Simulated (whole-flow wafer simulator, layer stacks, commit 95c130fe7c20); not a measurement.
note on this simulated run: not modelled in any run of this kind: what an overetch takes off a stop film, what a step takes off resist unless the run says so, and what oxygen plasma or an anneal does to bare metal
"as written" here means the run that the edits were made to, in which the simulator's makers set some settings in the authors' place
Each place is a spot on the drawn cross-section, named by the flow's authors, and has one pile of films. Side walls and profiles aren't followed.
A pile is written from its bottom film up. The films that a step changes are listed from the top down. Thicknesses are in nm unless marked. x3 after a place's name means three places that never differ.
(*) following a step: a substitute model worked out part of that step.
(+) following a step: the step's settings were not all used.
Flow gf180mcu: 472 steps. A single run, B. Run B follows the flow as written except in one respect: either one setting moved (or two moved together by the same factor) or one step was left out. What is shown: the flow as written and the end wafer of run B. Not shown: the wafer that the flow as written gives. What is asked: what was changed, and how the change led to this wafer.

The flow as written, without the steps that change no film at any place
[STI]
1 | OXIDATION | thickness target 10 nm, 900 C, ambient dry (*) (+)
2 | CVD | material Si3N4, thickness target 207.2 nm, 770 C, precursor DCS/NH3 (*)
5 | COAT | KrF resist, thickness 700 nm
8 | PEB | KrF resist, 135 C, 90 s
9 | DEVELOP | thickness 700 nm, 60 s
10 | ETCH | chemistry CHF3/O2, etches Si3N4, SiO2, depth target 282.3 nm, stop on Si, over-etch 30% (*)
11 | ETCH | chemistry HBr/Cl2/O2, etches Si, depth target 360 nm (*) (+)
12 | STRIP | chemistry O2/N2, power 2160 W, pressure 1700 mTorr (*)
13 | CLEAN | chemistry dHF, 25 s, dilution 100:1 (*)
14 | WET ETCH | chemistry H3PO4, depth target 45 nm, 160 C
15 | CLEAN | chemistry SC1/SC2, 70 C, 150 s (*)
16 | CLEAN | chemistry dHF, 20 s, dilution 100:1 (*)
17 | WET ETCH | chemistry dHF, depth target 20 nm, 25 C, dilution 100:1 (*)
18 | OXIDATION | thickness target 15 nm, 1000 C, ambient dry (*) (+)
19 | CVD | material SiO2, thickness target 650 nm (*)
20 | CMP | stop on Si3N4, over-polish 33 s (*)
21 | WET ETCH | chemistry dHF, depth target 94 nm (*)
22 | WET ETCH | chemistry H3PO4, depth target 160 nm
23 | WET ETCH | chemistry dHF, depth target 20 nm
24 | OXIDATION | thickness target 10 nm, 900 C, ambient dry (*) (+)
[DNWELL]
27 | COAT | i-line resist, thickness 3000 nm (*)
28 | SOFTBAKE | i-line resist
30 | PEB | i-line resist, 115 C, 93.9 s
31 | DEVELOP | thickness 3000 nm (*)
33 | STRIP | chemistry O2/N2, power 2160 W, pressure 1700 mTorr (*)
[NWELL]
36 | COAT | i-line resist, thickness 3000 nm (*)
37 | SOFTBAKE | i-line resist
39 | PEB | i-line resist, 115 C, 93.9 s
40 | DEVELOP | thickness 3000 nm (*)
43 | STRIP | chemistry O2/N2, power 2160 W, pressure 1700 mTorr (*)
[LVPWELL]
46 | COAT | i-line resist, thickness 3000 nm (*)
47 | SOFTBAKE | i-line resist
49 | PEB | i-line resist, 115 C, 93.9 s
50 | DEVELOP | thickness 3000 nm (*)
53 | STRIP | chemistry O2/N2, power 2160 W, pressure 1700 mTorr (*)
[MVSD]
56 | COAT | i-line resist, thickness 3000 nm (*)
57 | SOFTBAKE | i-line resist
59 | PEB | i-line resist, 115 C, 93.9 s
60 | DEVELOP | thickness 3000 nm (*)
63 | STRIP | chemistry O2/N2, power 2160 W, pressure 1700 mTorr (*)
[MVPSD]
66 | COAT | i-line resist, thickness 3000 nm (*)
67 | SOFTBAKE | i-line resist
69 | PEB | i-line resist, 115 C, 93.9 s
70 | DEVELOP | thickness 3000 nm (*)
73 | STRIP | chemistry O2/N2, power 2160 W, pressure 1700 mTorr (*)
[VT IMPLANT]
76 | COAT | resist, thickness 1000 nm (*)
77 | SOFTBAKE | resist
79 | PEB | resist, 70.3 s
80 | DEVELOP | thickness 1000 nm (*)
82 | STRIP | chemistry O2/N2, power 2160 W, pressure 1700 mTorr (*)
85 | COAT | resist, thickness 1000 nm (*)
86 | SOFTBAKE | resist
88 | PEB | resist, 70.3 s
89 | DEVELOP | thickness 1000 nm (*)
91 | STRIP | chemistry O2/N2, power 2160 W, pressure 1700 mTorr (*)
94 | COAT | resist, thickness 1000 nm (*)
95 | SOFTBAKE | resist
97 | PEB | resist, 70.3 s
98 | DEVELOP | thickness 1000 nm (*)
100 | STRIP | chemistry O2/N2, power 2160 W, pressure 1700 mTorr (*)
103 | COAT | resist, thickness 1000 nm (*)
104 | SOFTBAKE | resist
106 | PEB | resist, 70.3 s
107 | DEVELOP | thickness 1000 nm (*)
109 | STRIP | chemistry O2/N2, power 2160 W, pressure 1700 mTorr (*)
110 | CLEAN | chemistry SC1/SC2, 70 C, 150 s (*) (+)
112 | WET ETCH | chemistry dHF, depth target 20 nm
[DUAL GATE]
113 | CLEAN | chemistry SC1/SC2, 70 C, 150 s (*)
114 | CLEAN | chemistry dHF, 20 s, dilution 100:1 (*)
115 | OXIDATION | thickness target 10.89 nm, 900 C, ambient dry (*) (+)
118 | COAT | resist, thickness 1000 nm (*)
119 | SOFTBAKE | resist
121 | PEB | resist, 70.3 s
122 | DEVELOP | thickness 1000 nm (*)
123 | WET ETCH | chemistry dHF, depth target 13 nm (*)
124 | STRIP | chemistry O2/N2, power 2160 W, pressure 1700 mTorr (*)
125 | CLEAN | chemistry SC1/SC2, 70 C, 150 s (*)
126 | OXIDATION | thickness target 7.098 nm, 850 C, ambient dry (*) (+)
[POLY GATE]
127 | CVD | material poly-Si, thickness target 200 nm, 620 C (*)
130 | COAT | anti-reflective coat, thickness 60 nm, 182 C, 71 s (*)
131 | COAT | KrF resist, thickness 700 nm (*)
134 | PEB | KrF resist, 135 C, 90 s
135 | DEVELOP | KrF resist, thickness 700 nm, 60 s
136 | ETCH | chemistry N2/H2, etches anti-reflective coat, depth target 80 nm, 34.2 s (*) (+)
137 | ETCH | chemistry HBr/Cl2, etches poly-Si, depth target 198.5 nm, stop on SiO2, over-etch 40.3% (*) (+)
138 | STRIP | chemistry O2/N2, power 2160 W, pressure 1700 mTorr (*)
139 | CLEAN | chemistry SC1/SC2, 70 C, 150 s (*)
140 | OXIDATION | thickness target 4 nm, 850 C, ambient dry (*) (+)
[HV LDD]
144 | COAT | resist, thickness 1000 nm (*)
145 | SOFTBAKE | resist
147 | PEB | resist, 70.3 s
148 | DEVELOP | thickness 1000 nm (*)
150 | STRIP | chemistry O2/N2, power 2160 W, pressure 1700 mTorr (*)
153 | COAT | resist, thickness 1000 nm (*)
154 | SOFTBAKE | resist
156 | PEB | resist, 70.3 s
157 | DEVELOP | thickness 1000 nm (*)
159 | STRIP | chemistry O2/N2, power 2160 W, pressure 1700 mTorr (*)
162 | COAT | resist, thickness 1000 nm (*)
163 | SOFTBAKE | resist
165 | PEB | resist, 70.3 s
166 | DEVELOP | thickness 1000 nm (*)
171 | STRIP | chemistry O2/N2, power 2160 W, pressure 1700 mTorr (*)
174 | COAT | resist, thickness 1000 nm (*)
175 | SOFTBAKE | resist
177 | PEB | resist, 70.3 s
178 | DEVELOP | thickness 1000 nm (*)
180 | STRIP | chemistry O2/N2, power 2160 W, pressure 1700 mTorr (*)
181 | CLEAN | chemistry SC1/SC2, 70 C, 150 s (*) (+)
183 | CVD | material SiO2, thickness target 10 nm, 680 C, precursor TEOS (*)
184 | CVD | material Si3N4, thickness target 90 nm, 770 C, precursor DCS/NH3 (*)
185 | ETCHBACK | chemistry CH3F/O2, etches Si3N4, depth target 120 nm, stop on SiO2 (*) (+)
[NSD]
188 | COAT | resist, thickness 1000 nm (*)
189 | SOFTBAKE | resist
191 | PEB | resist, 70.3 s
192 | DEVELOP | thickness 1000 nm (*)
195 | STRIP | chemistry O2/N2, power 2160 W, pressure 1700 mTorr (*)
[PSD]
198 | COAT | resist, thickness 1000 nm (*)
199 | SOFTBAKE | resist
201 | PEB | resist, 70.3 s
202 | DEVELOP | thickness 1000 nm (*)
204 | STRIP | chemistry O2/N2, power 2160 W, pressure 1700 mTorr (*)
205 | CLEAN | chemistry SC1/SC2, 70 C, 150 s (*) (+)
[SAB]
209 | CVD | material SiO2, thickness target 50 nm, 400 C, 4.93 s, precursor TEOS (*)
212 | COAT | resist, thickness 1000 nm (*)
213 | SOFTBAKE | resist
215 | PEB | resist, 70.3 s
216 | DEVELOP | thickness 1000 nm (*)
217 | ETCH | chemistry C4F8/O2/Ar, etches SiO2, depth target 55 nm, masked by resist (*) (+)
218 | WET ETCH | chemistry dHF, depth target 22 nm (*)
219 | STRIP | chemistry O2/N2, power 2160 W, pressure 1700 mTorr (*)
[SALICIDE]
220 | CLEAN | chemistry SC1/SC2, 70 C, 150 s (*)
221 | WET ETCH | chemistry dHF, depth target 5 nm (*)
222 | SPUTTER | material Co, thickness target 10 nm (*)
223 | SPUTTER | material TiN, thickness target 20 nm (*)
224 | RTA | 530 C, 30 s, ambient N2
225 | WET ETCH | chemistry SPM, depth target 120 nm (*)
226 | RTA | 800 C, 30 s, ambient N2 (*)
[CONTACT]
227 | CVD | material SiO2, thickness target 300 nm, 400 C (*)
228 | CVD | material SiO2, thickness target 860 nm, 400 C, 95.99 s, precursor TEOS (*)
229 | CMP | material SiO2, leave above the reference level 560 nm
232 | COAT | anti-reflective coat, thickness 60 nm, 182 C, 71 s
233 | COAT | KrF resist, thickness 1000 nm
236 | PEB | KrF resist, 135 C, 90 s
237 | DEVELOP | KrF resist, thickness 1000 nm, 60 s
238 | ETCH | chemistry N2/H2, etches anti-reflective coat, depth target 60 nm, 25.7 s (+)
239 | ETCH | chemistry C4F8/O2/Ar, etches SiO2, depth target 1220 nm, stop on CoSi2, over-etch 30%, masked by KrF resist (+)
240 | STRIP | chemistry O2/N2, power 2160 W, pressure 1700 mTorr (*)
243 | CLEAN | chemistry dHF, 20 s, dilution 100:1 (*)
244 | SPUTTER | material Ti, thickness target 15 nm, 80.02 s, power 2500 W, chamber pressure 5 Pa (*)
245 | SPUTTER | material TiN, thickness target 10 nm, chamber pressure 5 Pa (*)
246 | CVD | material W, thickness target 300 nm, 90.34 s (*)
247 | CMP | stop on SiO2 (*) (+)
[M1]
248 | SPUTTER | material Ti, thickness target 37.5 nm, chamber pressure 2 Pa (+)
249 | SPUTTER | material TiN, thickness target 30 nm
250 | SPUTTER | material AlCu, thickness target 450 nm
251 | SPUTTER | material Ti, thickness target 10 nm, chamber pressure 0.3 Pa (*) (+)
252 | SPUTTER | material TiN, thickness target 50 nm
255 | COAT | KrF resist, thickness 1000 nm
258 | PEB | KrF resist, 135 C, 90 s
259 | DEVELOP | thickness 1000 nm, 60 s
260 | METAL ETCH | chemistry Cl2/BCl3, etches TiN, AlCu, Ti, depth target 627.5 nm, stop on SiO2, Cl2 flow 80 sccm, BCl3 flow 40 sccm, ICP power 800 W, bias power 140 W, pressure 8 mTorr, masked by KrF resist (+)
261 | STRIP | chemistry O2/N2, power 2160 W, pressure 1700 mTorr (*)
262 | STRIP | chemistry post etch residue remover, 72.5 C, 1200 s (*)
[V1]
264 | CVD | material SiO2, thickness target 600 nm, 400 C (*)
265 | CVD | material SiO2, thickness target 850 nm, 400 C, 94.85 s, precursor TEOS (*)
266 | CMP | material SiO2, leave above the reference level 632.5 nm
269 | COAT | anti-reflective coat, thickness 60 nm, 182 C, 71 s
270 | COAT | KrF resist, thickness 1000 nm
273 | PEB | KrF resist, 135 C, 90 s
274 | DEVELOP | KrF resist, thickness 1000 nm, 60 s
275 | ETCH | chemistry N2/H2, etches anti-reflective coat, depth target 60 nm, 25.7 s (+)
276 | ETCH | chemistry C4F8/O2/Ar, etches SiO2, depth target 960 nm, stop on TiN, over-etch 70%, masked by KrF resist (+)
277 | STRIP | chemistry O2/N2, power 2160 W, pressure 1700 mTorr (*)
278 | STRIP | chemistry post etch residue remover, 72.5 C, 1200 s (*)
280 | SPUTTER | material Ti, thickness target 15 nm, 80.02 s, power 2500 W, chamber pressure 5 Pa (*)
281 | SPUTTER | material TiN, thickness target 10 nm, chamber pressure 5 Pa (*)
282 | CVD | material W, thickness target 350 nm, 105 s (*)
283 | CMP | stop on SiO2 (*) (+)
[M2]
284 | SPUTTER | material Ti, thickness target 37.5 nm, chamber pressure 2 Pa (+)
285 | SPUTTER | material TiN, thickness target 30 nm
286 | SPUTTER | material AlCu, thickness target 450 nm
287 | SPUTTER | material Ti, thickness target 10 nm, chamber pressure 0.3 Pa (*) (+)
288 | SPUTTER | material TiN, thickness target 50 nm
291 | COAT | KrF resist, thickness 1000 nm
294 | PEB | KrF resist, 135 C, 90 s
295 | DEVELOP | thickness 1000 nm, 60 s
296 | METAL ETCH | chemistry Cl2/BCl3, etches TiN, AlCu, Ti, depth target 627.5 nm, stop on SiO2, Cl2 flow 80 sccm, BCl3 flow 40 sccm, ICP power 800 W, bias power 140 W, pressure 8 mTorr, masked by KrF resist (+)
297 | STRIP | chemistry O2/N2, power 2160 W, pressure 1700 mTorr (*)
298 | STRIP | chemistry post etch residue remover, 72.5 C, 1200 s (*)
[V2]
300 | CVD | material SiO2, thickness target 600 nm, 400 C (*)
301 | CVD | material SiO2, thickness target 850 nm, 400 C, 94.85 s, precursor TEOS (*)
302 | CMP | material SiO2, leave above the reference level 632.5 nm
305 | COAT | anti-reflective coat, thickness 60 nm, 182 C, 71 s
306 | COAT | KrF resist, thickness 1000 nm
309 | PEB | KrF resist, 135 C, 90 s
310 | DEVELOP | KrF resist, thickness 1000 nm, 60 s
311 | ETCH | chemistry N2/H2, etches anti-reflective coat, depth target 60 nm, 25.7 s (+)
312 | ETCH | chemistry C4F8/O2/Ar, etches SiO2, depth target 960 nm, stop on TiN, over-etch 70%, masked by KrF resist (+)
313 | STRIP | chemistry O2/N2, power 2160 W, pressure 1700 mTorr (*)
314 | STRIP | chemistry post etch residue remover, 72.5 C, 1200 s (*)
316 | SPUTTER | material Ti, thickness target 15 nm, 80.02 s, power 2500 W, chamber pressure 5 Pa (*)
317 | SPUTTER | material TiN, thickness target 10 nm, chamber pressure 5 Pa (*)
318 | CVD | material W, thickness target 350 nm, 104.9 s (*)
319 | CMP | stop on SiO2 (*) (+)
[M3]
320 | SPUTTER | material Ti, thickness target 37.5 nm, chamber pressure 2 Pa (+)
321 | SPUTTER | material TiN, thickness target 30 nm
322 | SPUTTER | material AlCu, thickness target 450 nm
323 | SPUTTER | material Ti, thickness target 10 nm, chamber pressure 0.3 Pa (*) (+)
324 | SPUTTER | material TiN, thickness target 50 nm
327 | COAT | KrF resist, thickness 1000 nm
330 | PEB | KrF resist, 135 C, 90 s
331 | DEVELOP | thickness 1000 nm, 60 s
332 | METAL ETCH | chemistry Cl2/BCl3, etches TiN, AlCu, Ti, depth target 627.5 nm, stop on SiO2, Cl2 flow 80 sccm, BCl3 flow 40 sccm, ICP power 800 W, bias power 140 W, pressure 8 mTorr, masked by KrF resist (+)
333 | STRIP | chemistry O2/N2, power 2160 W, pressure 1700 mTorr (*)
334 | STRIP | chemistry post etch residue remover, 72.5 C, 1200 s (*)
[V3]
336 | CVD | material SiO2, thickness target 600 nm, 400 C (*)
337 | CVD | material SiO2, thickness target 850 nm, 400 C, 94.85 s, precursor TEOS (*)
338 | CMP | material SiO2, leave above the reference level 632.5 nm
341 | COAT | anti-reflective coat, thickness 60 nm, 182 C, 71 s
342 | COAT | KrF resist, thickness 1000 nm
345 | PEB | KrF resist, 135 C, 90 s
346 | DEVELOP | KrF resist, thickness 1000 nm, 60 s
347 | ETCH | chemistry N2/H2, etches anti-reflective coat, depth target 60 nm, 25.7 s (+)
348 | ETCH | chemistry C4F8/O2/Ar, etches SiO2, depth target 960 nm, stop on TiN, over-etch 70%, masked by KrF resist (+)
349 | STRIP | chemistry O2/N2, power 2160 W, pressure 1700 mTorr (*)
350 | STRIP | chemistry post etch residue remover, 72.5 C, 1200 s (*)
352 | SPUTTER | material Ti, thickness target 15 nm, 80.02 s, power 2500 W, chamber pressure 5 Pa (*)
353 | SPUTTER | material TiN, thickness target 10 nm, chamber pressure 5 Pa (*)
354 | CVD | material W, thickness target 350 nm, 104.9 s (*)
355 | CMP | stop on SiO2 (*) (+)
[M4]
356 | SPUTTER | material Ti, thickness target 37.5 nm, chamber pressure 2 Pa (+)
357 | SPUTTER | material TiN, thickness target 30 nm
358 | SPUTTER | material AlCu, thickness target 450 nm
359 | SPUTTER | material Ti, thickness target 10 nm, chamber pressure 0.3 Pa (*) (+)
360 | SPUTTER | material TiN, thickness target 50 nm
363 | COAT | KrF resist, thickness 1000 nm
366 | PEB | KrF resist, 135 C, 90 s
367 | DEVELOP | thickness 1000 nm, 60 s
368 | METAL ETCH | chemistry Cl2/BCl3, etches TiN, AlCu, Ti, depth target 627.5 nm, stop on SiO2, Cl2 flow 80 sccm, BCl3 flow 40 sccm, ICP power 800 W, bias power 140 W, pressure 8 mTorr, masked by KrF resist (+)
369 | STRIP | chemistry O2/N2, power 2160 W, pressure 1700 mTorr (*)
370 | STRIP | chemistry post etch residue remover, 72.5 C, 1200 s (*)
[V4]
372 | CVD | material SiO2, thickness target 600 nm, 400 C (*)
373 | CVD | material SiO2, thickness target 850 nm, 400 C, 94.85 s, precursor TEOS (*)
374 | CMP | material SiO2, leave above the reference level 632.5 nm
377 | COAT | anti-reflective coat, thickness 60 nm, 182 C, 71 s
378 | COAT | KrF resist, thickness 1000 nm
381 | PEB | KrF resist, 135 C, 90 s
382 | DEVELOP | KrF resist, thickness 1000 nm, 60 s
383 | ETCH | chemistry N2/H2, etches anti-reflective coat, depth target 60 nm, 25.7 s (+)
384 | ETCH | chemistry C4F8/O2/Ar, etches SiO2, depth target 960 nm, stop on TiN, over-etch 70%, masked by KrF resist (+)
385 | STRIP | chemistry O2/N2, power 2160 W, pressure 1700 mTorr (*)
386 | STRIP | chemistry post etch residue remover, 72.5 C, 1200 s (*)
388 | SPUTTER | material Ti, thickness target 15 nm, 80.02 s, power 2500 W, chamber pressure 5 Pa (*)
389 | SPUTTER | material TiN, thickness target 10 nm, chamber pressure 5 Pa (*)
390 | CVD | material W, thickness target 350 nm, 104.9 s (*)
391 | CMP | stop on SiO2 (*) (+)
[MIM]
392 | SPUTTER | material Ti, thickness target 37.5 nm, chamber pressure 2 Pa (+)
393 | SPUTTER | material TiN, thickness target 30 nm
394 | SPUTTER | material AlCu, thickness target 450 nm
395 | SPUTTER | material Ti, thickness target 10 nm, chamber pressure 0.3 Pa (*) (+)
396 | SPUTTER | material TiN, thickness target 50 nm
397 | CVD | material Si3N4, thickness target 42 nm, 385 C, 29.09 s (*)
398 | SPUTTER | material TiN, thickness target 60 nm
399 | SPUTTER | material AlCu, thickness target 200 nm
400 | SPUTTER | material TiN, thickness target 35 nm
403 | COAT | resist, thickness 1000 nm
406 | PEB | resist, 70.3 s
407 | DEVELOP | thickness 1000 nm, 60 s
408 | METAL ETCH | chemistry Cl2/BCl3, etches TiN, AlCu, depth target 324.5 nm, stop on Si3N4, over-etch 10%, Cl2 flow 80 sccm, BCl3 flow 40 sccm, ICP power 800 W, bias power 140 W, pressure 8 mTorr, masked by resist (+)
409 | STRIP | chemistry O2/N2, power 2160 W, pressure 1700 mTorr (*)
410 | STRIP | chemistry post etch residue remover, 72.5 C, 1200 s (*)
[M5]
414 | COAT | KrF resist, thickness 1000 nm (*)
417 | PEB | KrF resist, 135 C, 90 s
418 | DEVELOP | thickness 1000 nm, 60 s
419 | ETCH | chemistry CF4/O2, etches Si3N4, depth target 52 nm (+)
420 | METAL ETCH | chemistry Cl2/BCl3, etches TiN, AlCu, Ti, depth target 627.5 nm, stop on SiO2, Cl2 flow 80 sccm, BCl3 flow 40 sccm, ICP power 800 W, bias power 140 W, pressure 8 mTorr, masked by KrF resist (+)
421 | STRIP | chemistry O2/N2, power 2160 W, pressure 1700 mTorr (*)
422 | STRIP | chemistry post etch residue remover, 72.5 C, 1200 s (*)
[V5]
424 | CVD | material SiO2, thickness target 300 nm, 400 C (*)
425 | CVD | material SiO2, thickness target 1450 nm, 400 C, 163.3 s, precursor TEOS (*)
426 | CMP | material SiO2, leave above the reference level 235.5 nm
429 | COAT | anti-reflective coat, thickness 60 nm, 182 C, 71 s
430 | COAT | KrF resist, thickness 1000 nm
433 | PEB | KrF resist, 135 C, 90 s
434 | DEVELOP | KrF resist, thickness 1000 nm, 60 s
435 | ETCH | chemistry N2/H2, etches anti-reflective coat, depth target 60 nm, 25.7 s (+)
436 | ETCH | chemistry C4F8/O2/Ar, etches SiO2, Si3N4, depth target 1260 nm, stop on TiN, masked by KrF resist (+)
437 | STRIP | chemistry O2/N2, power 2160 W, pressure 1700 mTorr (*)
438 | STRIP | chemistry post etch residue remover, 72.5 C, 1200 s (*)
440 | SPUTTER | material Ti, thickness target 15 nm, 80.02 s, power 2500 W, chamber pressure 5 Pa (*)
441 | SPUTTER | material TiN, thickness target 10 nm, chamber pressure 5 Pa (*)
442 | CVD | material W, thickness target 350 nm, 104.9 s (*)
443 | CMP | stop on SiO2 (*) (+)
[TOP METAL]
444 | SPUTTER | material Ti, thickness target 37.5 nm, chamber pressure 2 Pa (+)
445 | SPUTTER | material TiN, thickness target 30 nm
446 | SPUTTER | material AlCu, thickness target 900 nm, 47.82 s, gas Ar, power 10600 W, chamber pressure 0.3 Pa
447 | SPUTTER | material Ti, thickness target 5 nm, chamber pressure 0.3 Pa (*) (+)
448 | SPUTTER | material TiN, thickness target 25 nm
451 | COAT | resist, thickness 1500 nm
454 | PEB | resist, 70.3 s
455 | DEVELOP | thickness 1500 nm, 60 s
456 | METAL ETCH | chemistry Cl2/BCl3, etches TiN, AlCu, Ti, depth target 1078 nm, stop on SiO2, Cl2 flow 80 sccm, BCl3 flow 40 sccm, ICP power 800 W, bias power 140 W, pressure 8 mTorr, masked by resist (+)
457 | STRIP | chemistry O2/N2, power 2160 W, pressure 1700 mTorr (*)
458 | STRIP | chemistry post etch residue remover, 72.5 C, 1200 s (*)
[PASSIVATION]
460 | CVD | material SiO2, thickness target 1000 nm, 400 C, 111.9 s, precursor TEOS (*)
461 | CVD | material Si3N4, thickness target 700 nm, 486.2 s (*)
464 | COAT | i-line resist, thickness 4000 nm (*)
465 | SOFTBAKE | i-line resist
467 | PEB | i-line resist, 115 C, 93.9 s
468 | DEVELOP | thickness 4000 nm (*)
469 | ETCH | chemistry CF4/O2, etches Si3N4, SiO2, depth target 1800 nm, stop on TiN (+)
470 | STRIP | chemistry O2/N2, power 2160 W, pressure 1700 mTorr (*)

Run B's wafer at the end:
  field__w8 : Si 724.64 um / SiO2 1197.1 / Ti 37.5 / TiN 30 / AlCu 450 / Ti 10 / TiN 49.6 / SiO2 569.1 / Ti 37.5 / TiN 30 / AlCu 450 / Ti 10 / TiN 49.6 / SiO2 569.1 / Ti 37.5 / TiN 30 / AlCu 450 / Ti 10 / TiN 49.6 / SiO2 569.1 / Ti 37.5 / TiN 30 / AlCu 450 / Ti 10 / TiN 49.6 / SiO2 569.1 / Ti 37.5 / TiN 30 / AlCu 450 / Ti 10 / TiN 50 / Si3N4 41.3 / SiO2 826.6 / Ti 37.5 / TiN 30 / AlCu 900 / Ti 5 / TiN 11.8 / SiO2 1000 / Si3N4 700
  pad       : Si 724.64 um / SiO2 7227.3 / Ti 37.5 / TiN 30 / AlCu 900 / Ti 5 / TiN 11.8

Cause: step 448, SPUTTER: thickness target 12.2 nm was run, whereas the flow has thickness target 25 nm.

The path from the change to this, step by step:
  448 | SPUTTER | material TiN, thickness target 25 nm
      field, field__w1, field__w2 and 109 more: +12.2 TiN (new film) (as written it would have been: +25 TiN (new film))
  456 | METAL ETCH | chemistry Cl2/BCl3, etches TiN, AlCu, Ti, depth target 1078 nm, stop on SiO2, Cl2 flow 80 sccm, BCl3 flow 40 sccm, ICP power 800 W, bias power 140 W, pressure 8 mTorr, masked by resist (+)
      field, field__w1, field__w2 and 103 more: -12.2 TiN (all of it), -5 Ti (all of it), -900 AlCu (all of it), -30 TiN (all of it), -37.5 Ti (all of it) (as written it would have been: -25 TiN (all of it), -5 Ti (all of it), -900 AlCu (all of it), -30 TiN (all of it), -37.5 Ti (all of it))
  465 | SOFTBAKE | i-line resist
      field__w3: +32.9 i-line resist (as written it would have been: +33.6 i-line resist)
      ld_acc_n: +29.1 i-line resist (as written it would have been: +29.7 i-line resist)
      (as well as at 1 more place)
